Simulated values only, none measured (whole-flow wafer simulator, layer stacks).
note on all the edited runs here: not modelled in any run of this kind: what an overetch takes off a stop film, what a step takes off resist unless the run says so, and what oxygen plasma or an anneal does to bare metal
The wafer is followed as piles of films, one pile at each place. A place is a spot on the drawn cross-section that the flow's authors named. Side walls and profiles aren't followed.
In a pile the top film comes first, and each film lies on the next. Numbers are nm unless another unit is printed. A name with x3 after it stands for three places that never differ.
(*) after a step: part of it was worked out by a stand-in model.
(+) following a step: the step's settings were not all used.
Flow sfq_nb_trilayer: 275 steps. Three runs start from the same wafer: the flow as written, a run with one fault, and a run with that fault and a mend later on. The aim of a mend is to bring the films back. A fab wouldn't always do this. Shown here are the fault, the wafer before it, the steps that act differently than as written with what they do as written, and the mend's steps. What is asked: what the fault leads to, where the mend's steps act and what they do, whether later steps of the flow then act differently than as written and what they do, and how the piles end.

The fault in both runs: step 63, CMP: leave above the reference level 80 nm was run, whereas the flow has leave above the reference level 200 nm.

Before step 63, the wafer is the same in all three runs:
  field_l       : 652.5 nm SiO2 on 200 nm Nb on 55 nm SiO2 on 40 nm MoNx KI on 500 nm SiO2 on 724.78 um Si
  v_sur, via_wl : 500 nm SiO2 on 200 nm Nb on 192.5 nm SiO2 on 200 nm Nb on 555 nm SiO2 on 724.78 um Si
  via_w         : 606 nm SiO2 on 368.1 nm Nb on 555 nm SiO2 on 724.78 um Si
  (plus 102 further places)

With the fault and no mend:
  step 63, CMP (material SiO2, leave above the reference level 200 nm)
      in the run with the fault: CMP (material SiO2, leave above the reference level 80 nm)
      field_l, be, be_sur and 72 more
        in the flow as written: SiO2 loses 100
        in the run with the fault: SiO2 loses 220
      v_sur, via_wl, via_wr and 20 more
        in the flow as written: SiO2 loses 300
        in the run with the fault: SiO2 loses 420
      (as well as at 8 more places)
  Steps further on in the flow that do not act as written (3 more steps, not shown, differ only slightly: by at most 2% or 0.5 nm, whichever is larger):
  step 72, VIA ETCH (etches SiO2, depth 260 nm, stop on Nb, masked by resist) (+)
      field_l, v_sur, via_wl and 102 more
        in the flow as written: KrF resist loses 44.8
        in the run with the fault: KrF resist loses 20.6
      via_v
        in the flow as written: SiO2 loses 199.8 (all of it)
        in the run with the fault: SiO2 loses 79.8 (all of it)
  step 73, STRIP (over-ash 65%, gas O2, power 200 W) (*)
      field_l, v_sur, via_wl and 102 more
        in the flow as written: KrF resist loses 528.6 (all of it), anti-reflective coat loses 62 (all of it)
        in the run with the fault: KrF resist loses 552.8 (all of it), anti-reflective coat loses 62 (all of it)
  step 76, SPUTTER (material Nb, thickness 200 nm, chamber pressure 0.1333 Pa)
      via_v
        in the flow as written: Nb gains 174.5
        in the run with the fault: Nb gains 197.5
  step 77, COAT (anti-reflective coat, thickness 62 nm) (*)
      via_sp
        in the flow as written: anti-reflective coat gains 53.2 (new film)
        in the run with the fault: anti-reflective coat gains 54.9 (new film)
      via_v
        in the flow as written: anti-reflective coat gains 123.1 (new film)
        in the run with the fault: anti-reflective coat gains 93.5 (new film)
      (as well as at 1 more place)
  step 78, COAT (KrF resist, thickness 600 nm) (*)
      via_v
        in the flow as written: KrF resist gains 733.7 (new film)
        in the run with the fault: KrF resist gains 638.9 (new film)
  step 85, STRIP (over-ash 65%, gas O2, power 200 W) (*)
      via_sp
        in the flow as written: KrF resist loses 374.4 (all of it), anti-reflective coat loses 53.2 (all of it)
        in the run with the fault: KrF resist loses 382.6 (all of it), anti-reflective coat loses 54.9 (all of it)
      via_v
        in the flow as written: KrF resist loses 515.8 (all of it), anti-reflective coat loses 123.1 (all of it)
        in the run with the fault: KrF resist loses 421.2 (all of it), anti-reflective coat loses 93.5 (all of it)
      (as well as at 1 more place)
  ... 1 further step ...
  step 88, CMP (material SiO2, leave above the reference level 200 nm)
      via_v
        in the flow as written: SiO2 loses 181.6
        in the run with the fault: SiO2 loses 218.6
  The piles end different from the flow's at field_l, v_sur, via_wl and 103 more by more than 2% or 0.5 nm, whichever is larger.
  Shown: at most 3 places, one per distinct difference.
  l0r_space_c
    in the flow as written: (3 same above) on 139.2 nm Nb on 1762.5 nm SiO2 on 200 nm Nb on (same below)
    in the run with the fault: (3 same above) on 139.2 nm Nb on 1642.5 nm SiO2 on 200 nm Nb on (same below)
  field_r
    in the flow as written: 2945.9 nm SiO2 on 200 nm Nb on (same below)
    in the run with the fault: 2825.9 nm SiO2 on 200 nm Nb on (same below)
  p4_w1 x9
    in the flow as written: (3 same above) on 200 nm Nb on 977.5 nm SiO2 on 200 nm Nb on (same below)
    in the run with the fault: (3 same above) on 200 nm Nb on 857.5 nm SiO2 on 200 nm Nb on (same below)

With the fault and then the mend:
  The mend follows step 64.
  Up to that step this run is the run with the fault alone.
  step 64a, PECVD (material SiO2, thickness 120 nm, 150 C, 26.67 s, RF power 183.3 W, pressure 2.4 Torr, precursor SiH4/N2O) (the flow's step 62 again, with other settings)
      field_l, v_sur, via_wl and 103 more
        SiO2 gains 120
  Every later step of the flow that is run acts as written at every place that is followed.
  By the end, the piles equal the flow's at every place that both follow.
